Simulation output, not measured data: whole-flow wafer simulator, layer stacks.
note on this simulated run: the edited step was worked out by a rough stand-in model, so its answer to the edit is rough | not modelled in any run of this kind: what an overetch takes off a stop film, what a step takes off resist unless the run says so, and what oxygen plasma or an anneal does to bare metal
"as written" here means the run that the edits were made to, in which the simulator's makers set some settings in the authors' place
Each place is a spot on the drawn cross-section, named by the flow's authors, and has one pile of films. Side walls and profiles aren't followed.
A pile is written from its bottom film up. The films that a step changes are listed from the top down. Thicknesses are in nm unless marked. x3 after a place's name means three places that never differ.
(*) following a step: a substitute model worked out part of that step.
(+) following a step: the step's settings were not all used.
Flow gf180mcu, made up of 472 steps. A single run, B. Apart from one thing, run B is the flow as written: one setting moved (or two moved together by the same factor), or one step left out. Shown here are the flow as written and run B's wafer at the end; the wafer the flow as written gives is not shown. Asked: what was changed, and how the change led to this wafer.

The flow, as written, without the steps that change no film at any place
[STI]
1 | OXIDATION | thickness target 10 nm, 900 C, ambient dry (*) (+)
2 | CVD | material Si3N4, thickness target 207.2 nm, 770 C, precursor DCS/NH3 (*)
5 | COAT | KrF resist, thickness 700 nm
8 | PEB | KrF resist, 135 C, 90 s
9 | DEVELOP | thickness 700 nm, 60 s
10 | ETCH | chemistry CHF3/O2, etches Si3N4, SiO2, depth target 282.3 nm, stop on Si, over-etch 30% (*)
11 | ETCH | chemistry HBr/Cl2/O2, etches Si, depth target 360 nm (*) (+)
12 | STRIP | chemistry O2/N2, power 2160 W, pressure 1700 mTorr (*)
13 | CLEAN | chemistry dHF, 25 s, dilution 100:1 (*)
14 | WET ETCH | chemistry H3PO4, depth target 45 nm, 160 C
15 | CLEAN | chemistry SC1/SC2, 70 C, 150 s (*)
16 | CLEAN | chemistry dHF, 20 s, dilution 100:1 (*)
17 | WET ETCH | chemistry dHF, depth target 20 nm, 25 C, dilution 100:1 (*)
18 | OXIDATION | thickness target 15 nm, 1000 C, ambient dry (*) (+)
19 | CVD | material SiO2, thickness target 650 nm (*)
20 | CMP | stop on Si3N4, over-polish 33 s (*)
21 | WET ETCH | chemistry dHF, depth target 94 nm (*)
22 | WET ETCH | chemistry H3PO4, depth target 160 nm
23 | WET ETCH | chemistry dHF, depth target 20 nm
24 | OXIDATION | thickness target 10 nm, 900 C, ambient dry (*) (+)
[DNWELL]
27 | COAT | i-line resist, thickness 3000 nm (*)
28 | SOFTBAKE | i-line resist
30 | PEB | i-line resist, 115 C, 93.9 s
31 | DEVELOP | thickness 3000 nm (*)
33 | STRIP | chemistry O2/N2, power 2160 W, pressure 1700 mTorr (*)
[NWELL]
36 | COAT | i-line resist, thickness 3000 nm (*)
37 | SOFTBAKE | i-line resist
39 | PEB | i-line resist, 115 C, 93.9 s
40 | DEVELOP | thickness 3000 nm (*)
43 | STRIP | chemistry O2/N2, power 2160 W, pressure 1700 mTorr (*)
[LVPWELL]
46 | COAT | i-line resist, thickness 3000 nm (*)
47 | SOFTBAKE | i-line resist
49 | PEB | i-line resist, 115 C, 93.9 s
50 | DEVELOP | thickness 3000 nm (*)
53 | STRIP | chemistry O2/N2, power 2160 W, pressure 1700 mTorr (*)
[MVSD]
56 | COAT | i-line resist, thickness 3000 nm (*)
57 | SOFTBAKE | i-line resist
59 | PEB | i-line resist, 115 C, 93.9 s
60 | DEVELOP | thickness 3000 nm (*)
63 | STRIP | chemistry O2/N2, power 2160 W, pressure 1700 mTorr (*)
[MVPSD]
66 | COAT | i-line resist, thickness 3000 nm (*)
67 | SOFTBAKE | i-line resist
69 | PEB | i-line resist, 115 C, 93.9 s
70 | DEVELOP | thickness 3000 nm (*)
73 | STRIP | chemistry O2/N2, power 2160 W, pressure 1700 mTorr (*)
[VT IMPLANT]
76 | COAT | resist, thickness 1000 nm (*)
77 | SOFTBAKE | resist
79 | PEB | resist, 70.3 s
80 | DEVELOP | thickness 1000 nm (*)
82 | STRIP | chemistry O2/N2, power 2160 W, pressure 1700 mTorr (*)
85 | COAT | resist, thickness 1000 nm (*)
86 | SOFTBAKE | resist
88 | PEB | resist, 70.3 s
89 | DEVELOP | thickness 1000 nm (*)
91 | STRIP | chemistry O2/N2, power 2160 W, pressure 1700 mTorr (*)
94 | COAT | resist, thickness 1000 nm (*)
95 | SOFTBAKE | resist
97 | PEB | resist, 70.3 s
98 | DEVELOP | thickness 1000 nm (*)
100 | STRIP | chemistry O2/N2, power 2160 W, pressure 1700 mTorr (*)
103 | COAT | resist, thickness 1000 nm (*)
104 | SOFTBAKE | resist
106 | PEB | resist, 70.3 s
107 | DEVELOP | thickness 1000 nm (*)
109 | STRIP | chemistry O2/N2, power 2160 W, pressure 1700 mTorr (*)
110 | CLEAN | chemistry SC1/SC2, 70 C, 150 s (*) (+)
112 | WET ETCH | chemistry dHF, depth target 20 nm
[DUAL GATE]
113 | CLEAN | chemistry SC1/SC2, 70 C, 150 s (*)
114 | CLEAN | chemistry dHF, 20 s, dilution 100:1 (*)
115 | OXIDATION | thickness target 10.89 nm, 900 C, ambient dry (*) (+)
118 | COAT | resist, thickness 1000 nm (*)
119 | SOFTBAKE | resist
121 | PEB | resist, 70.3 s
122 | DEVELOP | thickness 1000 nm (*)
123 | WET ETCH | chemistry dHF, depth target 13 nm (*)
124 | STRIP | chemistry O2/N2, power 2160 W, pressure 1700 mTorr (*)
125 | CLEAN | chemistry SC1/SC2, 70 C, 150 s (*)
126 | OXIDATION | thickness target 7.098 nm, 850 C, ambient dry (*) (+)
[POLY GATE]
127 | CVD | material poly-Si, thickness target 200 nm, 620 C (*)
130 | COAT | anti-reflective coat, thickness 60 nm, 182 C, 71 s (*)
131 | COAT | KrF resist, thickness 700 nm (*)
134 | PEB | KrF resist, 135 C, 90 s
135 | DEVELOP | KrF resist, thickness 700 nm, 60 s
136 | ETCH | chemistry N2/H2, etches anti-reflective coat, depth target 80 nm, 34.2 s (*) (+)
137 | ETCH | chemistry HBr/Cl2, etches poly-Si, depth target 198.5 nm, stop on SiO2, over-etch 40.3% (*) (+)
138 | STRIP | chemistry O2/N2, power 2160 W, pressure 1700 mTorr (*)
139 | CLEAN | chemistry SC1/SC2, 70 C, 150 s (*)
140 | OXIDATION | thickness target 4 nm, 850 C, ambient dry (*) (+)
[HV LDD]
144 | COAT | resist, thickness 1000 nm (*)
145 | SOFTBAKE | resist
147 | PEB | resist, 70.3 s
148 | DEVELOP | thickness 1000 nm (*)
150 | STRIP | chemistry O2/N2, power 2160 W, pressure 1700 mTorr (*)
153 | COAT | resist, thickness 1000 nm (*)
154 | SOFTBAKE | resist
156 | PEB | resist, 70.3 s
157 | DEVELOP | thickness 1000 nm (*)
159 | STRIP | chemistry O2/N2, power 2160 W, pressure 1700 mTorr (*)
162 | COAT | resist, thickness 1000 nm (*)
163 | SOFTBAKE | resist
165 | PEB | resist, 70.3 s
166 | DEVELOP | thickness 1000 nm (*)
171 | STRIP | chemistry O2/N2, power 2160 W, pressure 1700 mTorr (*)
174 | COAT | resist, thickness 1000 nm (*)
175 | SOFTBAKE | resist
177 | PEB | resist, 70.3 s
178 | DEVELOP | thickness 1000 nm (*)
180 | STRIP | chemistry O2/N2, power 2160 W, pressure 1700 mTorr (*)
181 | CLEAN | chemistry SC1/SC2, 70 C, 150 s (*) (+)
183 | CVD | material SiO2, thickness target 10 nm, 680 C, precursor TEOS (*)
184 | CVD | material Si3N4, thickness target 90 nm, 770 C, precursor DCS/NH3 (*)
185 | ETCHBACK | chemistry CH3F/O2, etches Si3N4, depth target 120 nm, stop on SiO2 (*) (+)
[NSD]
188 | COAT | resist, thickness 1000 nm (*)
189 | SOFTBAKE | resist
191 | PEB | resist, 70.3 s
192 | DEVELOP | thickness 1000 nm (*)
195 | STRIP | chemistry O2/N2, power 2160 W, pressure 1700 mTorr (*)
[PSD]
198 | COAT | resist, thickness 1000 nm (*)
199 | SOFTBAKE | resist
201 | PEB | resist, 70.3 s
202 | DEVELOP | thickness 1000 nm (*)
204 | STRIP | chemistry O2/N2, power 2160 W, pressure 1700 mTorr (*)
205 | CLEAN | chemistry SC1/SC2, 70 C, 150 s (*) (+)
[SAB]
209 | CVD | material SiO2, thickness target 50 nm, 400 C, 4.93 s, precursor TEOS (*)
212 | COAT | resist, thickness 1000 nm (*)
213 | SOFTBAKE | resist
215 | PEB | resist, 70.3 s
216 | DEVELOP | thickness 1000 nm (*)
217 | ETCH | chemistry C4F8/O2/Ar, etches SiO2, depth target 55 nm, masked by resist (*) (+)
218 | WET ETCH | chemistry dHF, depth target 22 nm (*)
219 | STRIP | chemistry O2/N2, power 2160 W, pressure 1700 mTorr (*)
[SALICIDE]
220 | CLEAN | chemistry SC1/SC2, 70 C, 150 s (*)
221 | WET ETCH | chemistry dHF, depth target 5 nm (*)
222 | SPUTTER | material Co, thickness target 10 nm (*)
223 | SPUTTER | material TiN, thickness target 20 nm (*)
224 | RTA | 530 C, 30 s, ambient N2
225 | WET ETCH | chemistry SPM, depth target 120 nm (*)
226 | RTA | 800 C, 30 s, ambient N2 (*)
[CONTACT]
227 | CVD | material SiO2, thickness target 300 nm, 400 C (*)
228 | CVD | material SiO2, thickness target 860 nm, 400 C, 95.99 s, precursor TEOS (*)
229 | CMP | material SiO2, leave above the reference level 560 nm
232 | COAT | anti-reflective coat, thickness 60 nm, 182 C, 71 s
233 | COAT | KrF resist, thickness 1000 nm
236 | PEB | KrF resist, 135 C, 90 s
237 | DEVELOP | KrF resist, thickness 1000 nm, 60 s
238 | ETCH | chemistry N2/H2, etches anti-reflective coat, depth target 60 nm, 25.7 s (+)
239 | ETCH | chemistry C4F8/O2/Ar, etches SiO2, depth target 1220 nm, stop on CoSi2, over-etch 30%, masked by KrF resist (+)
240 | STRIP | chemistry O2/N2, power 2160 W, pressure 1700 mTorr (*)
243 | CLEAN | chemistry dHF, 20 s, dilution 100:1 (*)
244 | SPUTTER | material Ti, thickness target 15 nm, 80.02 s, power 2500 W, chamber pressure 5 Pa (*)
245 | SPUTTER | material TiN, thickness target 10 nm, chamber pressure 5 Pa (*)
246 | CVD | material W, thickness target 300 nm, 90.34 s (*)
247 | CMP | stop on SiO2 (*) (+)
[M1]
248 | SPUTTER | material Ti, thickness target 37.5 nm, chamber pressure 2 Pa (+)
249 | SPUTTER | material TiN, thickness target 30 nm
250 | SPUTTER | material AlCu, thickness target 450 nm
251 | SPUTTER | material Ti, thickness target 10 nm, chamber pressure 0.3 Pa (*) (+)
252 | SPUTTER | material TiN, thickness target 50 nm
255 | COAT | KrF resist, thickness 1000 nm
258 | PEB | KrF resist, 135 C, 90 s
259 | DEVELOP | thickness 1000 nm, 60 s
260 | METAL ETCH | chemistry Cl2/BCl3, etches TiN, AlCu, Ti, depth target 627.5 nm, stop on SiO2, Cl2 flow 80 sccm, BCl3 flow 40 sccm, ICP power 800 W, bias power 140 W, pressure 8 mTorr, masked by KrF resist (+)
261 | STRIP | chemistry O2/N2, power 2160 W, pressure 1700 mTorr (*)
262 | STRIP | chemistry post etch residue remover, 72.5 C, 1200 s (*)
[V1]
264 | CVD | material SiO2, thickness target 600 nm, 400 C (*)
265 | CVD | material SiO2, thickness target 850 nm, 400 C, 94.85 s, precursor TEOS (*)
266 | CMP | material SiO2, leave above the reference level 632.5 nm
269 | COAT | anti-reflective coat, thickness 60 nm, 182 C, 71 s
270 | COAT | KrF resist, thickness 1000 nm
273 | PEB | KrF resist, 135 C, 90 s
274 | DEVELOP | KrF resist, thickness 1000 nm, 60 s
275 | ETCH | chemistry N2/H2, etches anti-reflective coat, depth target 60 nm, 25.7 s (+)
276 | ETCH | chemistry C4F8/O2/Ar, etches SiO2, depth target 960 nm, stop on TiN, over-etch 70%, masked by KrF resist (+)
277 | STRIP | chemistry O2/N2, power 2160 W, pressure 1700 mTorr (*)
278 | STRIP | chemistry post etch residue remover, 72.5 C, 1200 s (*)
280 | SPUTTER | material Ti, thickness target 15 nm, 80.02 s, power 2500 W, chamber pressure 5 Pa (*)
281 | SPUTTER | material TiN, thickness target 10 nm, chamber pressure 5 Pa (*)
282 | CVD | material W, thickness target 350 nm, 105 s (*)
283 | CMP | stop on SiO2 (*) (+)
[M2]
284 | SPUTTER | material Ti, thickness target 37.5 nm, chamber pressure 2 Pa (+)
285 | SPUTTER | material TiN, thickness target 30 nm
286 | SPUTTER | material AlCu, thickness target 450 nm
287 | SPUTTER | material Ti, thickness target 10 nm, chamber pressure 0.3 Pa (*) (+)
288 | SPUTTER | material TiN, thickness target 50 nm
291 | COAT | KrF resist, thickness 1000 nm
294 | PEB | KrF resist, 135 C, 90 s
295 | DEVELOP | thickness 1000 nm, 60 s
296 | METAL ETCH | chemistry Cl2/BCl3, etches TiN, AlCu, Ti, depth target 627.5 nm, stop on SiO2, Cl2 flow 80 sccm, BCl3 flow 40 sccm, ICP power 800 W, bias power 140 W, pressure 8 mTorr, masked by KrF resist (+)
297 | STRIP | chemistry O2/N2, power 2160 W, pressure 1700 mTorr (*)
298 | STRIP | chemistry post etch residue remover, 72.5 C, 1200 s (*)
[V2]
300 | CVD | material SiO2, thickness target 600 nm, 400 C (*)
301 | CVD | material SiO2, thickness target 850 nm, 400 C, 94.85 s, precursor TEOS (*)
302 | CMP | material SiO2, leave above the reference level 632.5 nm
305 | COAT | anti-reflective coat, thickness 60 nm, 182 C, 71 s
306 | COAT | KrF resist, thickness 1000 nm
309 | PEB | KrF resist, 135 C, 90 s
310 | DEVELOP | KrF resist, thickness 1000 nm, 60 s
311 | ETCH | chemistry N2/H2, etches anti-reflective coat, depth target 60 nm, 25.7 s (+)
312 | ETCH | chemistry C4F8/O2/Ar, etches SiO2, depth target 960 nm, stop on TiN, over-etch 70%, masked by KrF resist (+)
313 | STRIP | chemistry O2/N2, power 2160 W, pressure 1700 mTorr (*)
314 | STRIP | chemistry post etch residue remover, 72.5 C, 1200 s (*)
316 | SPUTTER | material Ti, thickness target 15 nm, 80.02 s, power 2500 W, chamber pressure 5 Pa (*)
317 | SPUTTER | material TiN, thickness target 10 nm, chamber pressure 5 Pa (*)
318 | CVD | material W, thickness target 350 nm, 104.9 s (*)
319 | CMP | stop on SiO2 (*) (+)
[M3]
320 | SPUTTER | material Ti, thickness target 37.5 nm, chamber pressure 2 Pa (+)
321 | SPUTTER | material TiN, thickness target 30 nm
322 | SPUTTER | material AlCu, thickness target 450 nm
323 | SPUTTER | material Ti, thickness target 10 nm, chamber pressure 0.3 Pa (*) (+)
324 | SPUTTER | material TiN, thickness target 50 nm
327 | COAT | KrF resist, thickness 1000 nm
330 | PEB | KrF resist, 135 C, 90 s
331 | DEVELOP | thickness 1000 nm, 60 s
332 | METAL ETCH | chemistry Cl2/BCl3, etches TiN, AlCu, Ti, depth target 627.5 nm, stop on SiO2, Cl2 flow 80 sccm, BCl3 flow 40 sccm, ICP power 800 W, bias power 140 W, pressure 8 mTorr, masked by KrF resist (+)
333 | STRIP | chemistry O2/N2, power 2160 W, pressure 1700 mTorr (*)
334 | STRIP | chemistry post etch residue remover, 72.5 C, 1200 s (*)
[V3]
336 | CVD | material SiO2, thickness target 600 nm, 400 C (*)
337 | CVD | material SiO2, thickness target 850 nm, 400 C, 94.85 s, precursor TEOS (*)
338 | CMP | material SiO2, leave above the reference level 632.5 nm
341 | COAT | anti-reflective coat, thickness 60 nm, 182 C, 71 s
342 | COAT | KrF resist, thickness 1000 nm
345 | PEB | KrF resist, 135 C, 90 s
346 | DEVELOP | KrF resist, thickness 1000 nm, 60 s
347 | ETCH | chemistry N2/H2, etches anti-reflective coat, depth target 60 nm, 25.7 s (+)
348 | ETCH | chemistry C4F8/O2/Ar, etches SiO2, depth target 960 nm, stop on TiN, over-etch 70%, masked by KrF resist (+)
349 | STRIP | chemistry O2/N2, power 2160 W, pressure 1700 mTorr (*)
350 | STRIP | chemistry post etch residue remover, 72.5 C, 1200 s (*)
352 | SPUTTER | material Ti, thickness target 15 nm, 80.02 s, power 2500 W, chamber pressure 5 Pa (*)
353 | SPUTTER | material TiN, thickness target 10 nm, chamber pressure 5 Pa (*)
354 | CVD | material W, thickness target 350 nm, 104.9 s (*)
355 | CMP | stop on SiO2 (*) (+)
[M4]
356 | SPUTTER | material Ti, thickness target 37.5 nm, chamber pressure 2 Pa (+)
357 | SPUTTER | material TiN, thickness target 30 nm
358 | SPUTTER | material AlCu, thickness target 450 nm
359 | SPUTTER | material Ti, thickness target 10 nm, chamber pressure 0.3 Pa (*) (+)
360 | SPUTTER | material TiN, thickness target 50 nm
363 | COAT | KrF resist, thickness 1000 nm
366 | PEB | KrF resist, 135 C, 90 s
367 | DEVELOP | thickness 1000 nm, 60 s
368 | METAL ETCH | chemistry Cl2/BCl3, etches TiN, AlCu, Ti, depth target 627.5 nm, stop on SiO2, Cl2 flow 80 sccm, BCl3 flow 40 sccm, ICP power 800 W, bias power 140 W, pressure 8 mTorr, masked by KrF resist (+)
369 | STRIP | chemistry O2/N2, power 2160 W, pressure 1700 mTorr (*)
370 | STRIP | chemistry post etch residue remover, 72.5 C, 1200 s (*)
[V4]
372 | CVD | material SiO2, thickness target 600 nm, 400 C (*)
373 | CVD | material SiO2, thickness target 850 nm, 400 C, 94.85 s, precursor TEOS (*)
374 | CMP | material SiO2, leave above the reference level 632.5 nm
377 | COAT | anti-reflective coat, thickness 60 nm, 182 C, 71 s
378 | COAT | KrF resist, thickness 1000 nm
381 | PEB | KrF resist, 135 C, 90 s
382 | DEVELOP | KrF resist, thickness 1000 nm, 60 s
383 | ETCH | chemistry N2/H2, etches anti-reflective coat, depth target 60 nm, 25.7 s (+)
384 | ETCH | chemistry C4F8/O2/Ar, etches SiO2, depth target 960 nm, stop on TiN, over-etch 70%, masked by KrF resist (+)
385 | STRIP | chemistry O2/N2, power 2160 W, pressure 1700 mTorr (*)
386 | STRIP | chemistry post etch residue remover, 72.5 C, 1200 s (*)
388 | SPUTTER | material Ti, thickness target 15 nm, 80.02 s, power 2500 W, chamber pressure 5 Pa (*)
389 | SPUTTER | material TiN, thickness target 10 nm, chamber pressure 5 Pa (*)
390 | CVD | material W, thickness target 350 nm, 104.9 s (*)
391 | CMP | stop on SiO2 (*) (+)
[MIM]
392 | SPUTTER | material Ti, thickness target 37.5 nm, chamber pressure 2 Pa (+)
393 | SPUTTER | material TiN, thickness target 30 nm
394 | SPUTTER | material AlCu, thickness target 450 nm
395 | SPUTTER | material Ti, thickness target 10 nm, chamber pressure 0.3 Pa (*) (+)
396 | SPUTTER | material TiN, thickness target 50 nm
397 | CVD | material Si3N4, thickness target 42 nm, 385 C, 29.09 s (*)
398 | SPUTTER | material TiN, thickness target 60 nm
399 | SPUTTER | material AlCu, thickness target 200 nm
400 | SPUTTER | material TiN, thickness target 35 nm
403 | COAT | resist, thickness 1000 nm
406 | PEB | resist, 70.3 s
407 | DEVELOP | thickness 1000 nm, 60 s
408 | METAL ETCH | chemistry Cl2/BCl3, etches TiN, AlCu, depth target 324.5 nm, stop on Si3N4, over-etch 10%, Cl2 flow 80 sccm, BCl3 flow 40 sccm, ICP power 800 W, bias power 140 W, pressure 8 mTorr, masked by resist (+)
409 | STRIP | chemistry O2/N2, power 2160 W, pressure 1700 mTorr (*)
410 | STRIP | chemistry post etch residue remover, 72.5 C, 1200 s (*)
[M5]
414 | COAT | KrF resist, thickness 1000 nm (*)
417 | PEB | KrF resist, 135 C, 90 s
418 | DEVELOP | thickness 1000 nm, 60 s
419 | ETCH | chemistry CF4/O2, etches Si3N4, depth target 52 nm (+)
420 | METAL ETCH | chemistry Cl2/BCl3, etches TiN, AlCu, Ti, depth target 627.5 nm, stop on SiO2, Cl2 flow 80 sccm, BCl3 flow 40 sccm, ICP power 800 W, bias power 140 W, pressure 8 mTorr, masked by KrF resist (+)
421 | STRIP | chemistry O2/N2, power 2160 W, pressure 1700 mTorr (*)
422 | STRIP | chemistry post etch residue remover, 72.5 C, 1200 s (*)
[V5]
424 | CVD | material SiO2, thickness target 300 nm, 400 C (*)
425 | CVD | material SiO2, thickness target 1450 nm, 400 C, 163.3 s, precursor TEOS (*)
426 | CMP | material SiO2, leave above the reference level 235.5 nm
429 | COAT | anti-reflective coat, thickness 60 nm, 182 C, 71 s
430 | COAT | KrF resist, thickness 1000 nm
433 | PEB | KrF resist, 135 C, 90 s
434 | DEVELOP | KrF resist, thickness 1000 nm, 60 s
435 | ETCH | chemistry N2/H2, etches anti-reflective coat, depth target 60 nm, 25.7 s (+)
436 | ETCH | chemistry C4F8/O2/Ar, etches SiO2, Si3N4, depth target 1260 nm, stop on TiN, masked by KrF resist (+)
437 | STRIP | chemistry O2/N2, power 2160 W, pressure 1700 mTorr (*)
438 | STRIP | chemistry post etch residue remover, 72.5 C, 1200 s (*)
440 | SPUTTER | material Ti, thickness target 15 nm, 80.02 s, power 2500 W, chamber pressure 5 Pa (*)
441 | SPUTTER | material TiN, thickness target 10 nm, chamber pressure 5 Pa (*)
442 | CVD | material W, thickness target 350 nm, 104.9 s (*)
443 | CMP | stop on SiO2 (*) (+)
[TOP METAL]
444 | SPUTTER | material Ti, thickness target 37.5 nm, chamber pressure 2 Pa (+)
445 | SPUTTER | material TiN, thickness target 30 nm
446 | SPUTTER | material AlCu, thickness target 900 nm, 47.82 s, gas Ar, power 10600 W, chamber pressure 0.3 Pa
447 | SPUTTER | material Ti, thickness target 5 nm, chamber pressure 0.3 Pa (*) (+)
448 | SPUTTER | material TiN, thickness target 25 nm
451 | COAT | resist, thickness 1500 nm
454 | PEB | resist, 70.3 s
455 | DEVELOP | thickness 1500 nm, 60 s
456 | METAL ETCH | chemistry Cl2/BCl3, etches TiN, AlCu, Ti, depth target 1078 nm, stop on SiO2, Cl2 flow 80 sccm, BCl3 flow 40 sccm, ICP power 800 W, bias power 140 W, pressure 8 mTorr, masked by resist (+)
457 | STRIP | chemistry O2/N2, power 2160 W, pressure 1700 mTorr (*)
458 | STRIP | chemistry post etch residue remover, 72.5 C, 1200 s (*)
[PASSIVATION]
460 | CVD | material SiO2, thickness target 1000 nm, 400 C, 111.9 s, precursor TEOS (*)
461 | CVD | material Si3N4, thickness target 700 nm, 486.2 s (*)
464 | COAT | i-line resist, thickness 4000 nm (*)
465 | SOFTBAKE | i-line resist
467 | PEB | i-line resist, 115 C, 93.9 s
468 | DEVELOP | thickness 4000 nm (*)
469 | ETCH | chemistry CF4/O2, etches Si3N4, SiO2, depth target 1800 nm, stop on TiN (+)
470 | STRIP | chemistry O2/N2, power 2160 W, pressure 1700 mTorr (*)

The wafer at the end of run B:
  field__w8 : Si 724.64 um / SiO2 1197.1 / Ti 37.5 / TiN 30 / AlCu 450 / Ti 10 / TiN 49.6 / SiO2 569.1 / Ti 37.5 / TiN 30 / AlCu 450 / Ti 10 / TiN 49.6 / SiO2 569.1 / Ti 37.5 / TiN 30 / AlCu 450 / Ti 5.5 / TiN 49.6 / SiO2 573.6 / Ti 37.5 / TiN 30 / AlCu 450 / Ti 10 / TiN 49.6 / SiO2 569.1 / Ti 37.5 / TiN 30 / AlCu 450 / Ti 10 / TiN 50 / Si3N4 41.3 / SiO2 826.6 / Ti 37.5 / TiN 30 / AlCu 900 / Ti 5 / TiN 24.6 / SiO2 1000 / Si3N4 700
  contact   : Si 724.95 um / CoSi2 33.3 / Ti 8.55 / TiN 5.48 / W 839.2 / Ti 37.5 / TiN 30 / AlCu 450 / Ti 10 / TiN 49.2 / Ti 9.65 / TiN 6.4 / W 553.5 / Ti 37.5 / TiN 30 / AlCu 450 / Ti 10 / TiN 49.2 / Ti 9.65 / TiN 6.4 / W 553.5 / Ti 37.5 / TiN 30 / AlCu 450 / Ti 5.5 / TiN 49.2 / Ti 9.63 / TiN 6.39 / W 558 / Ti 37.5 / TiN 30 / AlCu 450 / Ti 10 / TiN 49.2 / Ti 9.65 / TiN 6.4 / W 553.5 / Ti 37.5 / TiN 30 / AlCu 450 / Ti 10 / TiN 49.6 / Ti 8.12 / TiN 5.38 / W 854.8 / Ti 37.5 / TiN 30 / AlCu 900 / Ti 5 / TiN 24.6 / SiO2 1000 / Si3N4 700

What caused this: step 323, SPUTTER: thickness target 5.5 nm was run, though the flow has thickness target 10 nm.
The wafer lets one read it off: field__w8 has Ti 5.5, and step 323 as written asks for 10 nm.

How this came from the change, step by step:
  323 | SPUTTER | material Ti, thickness target 10 nm, chamber pressure 0.3 Pa (*) (+)
      field, field__w1, field__w2 and 108 more: Ti gains 5.5 (new film) (as written it would have been: Ti gains 10 (new film))
  332 | METAL ETCH | chemistry Cl2/BCl3, etches TiN, AlCu, Ti, depth target 627.5 nm, stop on SiO2, Cl2 flow 80 sccm, BCl3 flow 40 sccm, ICP power 800 W, bias power 140 W, pressure 8 mTorr, masked by KrF resist (+)
      field, field__w1, field__w2 and 103 more: TiN loses 50 (all of it), Ti loses 5.5 (all of it), AlCu loses 450 (all of it), TiN loses 30 (all of it), Ti loses 37.5 (all of it) (as written it would have been: TiN loses 50 (all of it), Ti loses 10 (all of it), AlCu loses 450 (all of it), TiN loses 30 (all of it), Ti loses 37.5 (all of it))
